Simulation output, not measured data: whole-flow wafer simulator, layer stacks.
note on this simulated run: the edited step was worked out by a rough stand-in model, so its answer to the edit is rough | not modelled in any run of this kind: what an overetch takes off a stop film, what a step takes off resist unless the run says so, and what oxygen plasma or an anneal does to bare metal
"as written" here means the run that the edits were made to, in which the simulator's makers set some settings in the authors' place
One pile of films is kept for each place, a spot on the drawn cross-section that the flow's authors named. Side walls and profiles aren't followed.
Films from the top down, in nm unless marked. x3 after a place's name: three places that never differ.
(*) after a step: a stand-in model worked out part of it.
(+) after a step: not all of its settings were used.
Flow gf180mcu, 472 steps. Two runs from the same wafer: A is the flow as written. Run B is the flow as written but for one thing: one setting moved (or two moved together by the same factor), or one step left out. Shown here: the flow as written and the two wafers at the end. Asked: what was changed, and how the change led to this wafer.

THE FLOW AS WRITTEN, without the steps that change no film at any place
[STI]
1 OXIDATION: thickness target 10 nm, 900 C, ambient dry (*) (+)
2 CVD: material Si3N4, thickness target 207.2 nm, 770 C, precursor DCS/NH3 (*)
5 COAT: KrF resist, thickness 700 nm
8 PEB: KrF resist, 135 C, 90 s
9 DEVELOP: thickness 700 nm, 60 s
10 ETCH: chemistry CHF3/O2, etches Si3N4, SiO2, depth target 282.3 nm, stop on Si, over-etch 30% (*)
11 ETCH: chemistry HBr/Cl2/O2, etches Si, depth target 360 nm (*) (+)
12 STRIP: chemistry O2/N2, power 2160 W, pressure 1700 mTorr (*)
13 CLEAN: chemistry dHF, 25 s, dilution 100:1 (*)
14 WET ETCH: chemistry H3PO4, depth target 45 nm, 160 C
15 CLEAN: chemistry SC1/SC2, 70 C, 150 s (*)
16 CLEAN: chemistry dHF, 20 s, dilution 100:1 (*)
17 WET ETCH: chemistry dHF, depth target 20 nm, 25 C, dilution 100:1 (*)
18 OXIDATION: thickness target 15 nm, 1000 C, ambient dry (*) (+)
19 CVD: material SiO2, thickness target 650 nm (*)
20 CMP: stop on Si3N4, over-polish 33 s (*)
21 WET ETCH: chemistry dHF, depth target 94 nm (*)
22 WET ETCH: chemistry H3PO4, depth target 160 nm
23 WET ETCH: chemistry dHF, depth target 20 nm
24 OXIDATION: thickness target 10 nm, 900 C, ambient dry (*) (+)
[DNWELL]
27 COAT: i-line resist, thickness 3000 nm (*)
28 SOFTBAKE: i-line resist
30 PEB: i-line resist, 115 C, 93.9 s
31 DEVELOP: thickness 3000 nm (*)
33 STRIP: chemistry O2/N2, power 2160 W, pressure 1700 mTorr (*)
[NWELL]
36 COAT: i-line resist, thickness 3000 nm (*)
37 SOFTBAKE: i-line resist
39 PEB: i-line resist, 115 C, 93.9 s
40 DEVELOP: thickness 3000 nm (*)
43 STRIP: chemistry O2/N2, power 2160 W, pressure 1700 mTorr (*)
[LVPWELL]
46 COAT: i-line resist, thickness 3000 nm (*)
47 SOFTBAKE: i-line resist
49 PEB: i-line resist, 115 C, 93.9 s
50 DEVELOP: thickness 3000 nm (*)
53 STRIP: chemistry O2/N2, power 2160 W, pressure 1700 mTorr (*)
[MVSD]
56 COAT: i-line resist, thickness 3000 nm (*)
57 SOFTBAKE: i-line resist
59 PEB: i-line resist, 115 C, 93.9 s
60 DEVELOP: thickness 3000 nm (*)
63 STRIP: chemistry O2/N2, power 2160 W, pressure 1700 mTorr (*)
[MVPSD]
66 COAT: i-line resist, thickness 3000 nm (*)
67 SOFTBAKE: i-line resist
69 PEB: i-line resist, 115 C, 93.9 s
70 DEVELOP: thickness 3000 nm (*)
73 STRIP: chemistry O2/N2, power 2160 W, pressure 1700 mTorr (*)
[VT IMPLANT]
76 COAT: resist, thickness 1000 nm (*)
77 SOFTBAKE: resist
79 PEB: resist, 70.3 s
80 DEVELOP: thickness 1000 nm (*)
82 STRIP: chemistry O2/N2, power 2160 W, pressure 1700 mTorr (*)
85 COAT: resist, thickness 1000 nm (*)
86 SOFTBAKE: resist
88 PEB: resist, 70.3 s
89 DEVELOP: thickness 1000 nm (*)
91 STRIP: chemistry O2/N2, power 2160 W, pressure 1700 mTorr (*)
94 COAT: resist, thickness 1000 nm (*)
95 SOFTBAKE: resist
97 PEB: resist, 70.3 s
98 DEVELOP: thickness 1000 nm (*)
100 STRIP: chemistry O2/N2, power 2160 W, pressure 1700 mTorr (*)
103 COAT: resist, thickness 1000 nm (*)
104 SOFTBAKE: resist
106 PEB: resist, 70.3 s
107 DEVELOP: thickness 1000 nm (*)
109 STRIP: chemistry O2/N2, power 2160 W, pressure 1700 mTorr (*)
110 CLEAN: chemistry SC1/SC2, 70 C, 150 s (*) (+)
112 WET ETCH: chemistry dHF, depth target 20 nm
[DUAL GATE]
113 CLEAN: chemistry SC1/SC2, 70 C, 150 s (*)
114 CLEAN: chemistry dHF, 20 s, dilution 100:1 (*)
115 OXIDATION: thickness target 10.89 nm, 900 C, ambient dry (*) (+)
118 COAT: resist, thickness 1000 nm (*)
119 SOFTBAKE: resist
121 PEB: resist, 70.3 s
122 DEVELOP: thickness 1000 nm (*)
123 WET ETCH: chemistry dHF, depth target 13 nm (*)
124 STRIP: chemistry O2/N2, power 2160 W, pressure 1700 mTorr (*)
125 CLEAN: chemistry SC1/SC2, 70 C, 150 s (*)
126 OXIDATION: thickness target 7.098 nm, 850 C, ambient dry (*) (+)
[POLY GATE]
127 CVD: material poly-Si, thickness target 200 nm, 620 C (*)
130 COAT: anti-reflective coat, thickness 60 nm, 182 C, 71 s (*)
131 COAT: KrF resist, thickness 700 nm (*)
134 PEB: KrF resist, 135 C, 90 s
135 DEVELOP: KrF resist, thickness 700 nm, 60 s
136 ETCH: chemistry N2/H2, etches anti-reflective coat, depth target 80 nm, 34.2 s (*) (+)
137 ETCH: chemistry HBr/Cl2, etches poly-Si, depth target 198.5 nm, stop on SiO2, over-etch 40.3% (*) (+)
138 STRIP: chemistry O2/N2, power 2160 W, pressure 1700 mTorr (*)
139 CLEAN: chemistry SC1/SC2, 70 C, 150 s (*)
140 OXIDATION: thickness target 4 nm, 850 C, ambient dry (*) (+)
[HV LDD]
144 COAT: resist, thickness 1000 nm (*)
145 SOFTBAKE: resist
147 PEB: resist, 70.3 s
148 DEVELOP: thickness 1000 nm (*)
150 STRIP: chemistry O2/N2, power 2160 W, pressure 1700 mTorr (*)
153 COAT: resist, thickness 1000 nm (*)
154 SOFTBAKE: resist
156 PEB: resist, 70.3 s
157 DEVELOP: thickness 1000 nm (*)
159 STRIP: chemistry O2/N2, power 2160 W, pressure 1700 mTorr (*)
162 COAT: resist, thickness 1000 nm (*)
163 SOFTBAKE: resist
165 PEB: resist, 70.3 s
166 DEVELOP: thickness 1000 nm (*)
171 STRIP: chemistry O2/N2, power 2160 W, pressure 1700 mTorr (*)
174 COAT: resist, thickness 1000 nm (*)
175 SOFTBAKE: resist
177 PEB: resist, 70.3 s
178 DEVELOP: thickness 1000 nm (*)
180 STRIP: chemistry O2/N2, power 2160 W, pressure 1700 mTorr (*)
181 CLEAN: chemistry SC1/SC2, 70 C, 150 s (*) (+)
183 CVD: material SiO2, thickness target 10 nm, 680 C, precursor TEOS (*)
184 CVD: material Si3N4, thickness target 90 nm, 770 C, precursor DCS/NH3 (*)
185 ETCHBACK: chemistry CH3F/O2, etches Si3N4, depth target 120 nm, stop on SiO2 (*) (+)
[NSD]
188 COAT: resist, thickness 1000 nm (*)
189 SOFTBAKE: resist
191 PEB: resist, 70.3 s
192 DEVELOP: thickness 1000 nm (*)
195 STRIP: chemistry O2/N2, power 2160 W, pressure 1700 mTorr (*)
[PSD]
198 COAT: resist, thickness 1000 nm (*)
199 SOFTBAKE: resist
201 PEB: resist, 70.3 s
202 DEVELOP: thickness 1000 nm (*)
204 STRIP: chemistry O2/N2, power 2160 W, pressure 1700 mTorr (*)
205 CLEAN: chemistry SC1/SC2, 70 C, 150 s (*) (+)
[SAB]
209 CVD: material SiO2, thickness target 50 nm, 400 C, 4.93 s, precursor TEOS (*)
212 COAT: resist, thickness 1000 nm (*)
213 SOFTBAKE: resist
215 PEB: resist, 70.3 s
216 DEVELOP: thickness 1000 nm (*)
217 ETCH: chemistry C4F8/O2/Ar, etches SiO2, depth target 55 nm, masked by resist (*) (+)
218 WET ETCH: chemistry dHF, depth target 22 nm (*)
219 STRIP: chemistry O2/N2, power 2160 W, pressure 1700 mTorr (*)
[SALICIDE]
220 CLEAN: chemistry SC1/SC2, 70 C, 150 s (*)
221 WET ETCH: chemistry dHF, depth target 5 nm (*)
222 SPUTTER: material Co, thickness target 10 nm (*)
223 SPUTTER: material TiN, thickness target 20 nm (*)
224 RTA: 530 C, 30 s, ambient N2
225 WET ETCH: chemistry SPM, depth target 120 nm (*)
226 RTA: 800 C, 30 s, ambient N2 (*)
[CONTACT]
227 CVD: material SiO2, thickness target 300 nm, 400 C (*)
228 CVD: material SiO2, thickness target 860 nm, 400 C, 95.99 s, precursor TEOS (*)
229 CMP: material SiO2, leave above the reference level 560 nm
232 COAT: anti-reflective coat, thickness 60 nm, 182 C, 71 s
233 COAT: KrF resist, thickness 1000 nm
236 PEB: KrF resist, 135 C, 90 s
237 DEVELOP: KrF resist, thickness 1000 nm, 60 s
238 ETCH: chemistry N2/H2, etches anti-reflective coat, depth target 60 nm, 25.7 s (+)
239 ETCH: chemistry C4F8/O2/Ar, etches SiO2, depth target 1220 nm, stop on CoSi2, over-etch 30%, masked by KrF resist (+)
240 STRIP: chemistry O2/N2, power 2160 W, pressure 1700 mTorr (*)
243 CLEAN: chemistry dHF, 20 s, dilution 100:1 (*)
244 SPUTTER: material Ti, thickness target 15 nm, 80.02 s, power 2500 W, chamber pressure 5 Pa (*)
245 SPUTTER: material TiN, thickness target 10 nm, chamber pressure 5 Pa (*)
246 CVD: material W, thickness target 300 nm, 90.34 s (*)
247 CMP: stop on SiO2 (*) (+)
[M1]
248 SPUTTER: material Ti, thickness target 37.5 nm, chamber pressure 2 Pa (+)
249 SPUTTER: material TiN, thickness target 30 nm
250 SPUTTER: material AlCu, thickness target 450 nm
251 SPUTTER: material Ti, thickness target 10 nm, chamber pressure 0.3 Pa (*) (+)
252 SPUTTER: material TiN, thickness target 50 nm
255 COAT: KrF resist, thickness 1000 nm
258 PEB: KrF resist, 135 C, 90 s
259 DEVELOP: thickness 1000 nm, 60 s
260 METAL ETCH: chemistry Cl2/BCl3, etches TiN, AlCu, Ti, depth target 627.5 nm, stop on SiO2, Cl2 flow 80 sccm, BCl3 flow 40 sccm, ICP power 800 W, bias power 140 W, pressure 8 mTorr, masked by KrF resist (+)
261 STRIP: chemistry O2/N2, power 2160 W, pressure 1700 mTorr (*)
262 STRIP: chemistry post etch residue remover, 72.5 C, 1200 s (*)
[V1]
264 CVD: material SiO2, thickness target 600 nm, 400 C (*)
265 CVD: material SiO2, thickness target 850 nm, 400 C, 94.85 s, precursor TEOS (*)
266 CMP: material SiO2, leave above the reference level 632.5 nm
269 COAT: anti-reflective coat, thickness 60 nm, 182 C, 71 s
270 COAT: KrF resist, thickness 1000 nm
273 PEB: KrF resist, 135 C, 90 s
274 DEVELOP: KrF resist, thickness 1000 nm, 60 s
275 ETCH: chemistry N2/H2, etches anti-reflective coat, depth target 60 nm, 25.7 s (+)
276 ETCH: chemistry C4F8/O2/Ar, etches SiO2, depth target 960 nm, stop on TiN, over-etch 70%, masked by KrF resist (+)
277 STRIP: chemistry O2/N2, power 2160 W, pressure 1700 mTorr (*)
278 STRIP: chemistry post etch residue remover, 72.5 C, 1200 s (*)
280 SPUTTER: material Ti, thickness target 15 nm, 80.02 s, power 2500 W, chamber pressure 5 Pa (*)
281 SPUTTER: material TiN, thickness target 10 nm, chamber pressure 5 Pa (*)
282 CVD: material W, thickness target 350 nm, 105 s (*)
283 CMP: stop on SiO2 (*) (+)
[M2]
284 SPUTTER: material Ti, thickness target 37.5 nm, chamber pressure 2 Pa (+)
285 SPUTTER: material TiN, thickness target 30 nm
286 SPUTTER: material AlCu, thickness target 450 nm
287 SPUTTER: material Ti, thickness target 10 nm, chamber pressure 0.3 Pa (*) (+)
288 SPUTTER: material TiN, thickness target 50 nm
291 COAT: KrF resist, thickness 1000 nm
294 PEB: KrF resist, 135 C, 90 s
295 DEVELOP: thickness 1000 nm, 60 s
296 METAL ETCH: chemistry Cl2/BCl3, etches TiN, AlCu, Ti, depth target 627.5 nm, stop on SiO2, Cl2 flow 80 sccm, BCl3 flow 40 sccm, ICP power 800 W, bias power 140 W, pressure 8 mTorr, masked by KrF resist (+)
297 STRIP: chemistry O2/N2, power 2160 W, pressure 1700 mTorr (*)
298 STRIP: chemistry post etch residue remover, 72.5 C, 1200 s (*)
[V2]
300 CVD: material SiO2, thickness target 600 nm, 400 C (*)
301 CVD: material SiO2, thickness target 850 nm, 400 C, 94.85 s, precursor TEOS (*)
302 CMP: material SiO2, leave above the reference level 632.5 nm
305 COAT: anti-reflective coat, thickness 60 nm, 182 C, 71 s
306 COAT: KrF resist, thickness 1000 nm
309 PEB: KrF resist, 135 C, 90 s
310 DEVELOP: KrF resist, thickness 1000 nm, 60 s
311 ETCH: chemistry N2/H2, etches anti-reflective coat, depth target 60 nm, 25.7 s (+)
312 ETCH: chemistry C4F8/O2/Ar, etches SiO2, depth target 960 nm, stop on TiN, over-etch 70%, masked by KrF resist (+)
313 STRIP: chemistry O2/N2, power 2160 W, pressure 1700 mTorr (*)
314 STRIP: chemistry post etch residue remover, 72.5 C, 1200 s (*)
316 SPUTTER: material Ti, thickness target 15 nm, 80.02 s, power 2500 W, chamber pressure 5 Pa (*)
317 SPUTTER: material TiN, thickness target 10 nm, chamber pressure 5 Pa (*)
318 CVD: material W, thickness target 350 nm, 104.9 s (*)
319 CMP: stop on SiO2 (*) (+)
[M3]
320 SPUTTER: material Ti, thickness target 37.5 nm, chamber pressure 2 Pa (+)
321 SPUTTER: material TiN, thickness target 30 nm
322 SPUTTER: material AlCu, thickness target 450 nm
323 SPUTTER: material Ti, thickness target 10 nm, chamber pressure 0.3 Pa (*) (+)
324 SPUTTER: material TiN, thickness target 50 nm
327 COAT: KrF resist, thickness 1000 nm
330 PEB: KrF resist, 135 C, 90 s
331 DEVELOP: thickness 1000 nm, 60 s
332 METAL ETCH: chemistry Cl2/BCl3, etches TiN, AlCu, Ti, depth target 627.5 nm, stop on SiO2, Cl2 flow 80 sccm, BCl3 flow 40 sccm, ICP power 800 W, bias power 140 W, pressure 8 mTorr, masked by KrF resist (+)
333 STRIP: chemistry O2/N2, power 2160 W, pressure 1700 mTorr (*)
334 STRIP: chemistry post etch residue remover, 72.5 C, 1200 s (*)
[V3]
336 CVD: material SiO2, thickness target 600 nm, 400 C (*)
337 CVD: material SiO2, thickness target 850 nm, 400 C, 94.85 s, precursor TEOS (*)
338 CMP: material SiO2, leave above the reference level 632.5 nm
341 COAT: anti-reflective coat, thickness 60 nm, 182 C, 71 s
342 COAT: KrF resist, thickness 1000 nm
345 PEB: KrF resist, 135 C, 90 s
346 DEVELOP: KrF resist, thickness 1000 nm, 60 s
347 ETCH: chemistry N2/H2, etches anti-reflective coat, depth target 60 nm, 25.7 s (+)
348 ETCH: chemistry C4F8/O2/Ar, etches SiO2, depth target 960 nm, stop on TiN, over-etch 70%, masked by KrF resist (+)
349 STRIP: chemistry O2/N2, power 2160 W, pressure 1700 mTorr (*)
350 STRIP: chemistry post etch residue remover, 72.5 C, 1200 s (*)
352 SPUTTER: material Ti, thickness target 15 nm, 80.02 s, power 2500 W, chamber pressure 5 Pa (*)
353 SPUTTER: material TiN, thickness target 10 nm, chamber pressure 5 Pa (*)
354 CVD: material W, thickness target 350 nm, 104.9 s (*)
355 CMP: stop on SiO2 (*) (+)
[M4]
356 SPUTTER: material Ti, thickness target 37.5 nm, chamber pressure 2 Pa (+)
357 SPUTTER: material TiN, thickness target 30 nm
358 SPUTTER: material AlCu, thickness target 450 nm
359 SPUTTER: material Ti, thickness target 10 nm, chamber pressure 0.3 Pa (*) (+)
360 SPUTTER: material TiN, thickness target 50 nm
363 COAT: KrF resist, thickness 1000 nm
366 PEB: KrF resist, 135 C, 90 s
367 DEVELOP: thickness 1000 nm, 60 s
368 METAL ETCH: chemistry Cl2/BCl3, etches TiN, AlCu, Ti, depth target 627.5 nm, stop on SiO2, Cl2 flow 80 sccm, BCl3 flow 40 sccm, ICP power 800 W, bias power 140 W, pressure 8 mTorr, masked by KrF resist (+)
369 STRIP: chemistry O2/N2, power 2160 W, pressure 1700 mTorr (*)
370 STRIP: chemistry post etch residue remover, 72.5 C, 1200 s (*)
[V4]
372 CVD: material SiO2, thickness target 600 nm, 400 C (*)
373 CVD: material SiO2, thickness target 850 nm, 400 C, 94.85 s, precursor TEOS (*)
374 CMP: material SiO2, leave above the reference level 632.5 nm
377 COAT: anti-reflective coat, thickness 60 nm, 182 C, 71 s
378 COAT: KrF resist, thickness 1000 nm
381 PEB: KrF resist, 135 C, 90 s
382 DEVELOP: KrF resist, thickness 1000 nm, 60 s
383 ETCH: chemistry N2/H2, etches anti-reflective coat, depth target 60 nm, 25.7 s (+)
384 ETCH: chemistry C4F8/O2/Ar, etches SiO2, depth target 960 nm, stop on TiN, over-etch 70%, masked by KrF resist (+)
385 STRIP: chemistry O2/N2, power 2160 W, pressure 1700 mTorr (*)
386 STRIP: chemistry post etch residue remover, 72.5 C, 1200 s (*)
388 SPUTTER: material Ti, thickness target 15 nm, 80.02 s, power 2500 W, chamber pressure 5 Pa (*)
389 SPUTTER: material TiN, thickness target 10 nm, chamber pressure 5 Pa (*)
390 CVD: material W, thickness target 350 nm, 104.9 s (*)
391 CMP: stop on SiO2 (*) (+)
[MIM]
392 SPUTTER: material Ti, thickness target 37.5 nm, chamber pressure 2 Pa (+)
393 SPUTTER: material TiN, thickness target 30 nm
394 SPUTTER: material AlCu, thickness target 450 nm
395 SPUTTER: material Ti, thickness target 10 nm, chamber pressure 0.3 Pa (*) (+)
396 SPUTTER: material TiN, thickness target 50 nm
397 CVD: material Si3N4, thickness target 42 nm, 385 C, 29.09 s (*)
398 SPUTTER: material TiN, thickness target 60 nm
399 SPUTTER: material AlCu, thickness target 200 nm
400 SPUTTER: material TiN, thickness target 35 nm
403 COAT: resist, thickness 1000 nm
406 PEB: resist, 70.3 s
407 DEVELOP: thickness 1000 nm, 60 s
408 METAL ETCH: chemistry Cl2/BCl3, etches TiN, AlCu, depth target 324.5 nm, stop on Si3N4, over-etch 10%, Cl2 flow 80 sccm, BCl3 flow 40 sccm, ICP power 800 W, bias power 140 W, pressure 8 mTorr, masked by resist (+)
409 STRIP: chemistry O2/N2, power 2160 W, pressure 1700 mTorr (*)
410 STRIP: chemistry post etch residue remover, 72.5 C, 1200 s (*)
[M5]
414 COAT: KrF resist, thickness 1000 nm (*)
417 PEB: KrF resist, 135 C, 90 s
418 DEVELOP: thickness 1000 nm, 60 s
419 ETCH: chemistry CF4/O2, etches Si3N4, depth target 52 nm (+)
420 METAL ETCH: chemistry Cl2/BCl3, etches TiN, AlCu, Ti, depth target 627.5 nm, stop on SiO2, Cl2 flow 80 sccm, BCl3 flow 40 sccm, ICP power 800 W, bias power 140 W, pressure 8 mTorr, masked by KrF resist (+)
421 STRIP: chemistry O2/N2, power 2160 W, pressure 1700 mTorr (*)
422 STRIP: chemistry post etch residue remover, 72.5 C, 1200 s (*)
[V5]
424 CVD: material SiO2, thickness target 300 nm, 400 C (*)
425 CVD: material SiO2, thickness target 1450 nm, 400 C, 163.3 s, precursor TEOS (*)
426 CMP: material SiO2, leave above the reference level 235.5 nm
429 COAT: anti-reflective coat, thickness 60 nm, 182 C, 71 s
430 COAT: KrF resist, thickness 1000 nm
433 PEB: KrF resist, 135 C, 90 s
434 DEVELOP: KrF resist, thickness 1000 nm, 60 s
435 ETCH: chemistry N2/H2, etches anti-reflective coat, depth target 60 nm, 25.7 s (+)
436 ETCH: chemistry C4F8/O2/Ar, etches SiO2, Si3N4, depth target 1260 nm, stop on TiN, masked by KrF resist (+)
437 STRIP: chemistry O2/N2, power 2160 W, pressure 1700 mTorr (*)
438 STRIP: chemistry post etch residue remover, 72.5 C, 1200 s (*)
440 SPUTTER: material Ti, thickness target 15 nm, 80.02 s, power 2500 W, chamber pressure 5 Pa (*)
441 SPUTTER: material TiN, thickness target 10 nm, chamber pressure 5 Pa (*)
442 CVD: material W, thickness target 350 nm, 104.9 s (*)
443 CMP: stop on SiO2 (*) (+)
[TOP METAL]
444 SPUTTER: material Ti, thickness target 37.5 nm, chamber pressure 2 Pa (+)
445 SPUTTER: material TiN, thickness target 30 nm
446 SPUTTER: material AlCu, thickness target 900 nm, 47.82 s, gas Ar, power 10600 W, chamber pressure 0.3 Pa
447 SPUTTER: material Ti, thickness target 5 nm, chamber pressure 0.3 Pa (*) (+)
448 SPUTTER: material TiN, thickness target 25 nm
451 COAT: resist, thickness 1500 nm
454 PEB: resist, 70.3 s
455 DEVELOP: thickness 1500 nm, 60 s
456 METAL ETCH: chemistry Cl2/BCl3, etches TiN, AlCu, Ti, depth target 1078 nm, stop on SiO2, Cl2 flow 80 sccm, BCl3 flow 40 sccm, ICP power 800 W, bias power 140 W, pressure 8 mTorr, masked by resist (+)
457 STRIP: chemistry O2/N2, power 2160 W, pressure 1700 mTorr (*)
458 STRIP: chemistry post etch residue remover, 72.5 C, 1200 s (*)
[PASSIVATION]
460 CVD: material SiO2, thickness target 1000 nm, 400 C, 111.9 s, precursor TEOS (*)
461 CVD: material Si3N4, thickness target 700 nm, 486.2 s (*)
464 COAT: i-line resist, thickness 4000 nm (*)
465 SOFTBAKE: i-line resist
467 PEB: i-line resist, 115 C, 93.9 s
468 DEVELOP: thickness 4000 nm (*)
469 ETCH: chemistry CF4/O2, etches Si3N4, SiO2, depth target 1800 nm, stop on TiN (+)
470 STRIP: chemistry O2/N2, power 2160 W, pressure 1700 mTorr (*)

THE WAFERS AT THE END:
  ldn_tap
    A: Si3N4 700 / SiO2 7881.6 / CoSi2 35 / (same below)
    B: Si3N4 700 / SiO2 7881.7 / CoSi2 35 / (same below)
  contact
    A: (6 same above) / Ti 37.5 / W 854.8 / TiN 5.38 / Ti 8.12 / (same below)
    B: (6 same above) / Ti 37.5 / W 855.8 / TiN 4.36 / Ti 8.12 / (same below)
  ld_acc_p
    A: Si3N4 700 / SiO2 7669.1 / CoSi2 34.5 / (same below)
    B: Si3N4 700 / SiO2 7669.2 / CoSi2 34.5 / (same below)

The cause: step 441, SPUTTER: thickness target 8.1 nm was run, where the flow has thickness target 10 nm.

How the change led to this, step by step:
  441 SPUTTER: material TiN, thickness target 10 nm, chamber pressure 5 Pa (*)
      field, field__w1, field__w2 and 108 more: A TiN +10 (new film) | B TiN +8.1 (new film)
      contact: A TiN +5.38 (new film) | B TiN +4.36 (new film)
  443 CMP: stop on SiO2 (*) (+)
      field, field__w1, field__w2 and 108 more: A W -350 (all of it), TiN -10 (all of it), Ti -15 (all of it), SiO2 -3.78 | B W -350 (all of it), TiN -8.1 (all of it), Ti -15 (all of it), SiO2 -3.76
